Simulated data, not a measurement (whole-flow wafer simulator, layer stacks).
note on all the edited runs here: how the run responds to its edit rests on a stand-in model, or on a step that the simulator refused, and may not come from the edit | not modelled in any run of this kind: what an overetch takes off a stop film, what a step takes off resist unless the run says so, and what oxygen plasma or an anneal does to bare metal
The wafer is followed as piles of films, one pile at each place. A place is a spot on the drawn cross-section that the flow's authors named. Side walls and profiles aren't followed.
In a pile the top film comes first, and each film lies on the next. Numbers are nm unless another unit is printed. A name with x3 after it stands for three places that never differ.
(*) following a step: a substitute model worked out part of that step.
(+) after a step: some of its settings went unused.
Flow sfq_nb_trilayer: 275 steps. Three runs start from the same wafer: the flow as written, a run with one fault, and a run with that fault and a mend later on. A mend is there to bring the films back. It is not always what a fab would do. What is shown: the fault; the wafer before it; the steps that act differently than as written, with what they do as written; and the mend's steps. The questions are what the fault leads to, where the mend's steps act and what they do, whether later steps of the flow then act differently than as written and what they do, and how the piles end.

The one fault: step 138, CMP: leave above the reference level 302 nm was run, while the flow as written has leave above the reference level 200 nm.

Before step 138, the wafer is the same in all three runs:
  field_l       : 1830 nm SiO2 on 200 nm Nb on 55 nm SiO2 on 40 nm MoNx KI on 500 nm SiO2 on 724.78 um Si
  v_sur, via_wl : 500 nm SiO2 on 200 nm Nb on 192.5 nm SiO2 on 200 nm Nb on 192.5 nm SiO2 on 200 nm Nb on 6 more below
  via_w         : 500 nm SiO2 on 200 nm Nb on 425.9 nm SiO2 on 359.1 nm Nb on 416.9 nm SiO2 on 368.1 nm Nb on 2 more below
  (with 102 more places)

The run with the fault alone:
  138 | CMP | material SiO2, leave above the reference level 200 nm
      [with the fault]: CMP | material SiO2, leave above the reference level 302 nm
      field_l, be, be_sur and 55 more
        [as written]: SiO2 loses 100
        [with the fault]: nothing
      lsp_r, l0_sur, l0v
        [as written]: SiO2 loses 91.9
        [with the fault]: nothing
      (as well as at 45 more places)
  Steps later in the flow that act otherwise than as written (21 other steps are not shown; they differ only slightly, by no more than 2% or 0.5 nm, whichever is larger):
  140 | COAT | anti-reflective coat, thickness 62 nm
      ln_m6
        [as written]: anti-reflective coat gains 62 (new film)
        [with the fault]: anti-reflective coat gains 60.6 (new film)
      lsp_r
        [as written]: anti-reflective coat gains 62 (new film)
        [with the fault]: anti-reflective coat gains 63.9 (new film)
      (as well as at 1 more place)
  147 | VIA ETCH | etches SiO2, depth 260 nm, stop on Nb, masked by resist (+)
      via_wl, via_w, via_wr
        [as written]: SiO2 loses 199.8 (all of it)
        [with the fault]: SiO2 loses 260
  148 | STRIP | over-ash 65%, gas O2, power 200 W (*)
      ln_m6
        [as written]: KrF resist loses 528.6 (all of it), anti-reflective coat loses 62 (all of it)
        [with the fault]: KrF resist loses 527.2 (all of it), anti-reflective coat loses 60.6 (all of it)
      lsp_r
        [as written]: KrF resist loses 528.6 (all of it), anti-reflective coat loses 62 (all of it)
        [with the fault]: KrF resist loses 532.5 (all of it), anti-reflective coat loses 63.9 (all of it)
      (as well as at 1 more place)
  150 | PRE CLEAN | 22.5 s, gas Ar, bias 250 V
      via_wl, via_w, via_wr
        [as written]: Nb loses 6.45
        [with the fault]: SiO2 loses 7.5
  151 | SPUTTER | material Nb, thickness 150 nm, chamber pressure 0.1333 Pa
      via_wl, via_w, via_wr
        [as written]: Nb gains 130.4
        [with the fault]: Nb gains 123.3 (new film)
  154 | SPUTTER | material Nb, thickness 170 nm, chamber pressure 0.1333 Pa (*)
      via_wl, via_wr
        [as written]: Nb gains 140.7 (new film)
        [with the fault]: Nb gains 103.1 (new film)
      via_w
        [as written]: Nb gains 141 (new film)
        [with the fault]: Nb gains 136 (new film)
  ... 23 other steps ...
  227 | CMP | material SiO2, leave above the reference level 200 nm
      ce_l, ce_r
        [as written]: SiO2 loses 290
        [with the fault]: SiO2 loses 300
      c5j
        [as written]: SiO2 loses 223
        [with the fault]: SiO2 loses 233
  By the end, the piles at field_l, v_sur, via_wl and 103 more depart from the flow's by more than 2% or 0.5 nm, whichever is larger.
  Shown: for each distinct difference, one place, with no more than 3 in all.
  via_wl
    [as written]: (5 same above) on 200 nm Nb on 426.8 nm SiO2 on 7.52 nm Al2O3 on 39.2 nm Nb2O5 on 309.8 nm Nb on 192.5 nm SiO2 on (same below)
    [with the fault]: (5 same above) on 200 nm Nb on 469.8 nm SiO2 on 52.6 nm Nb2O5 on 0.96 nm Al2O3 on 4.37 nm Al on 123.3 nm Nb on 34.3 nm SiO2 on 200 nm Nb on 192.5 nm SiO2 on (same below)
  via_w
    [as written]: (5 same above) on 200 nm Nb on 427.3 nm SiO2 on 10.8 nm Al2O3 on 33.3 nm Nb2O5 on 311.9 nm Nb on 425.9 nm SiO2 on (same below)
    [with the fault]: (5 same above) on 200 nm Nb on 495.5 nm SiO2 on 10.1 nm Al2O3 on 34.7 nm Nb2O5 on 110.8 nm Nb on 34.3 nm SiO2 on 200 nm Nb on 425.9 nm SiO2 on (same below)
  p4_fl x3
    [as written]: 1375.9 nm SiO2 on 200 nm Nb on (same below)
    [with the fault]: 1477.9 nm SiO2 on 200 nm Nb on (same below)

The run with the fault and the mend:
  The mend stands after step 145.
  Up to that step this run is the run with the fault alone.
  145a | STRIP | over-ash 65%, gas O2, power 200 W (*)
      r_sur, res, r_end, p4_fl x3, p4_w1 x3, p4_g1 x2
        KrF resist loses 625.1 (all of it), anti-reflective coat loses 62 (all of it)
      jj_sur, ce_l, c5j and 7 more
        KrF resist loses 625.2 (all of it), anti-reflective coat loses 62 (all of it)
      m0r_line_l, m0r_line_r, r5r_space_c, r5r_line_r, m6r_line_l, m6r_line_r, m7r_line_l, m7r_line_r
        KrF resist loses 625.4 (all of it), anti-reflective coat loses 62.1 (all of it)
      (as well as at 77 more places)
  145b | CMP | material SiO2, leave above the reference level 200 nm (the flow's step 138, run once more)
      field_l, be, be_sur and 55 more
        SiO2 loses 100
      v_sur, via_wl, via_w and 42 more
        SiO2 loses 102
      lsp_r, l0_sur, l0v
        SiO2 loses 91.9
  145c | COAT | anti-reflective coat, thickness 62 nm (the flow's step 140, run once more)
      field_l, v_sur, via_wl and 103 more
        anti-reflective coat gains 62 (new film)
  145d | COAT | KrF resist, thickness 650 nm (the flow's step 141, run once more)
      field_l, v_sur, via_wl and 103 more
        KrF resist gains 650 (new film)
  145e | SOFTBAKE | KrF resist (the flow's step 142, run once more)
      leaves every film unchanged at each place that is followed
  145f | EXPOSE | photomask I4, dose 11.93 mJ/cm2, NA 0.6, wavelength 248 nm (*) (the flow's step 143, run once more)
      leaves every film unchanged at each place that is followed
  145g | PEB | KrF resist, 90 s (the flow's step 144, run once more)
      field_l, v_sur, via_wl and 103 more
        KrF resist loses 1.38
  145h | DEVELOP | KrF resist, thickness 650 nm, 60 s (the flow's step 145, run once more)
      field_l, v_sur, via_sp and 100 more
        KrF resist loses 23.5
      via_wl, via_w, via_wr
        KrF resist loses 648.6 (all of it)
  Every later step of the flow that is run acts as written at every place that is followed.
  At every place that both follow, the piles at the end match the flow's.
